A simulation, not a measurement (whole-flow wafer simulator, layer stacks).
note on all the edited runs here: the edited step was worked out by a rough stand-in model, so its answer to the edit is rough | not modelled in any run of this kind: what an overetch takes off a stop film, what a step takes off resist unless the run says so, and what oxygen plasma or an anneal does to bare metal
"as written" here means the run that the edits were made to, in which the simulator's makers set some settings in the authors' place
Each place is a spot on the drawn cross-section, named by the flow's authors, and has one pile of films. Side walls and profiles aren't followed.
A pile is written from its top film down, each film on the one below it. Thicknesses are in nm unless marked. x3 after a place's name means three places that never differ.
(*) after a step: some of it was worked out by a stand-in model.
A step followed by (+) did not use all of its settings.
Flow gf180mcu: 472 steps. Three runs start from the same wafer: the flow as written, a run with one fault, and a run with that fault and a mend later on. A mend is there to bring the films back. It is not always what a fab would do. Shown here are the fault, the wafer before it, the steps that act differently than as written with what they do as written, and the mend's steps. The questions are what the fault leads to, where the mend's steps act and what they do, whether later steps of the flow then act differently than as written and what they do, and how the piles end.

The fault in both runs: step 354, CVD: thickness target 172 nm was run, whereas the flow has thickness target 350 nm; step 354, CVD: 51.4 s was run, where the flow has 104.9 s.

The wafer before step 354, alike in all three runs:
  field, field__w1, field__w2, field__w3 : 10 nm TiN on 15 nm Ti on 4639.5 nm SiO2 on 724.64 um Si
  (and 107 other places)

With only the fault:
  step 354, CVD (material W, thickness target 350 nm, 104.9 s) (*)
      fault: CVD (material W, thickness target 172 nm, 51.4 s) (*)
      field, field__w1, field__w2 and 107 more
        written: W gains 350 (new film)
        fault: W gains 173 (new film)
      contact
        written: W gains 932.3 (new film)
        fault: W gains 755.3 (new film)
  Steps later in the flow that act otherwise than as written:
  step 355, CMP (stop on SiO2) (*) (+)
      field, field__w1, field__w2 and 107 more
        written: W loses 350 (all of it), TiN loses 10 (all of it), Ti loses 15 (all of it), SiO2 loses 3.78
        fault: W loses 173 (all of it), TiN loses 10 (all of it), Ti loses 15 (all of it), SiO2 loses 2
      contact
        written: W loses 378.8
        fault: W loses 200
  At the end the piles are close to the flow's at the places that both follow, differing by at most 2% or 0.5 nm, whichever is larger.

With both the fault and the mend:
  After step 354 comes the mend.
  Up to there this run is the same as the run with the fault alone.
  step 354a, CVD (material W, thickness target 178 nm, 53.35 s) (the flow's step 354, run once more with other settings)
      field, field__w1, field__w2 and 108 more
        W gains 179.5
  Every later step of the flow that is run acts as written, at every place that is followed, to within 2% or 0.5 nm, whichever is larger.
  At the end the piles are close to the flow's at the places that both follow, differing by at most 2% or 0.5 nm, whichever is larger.
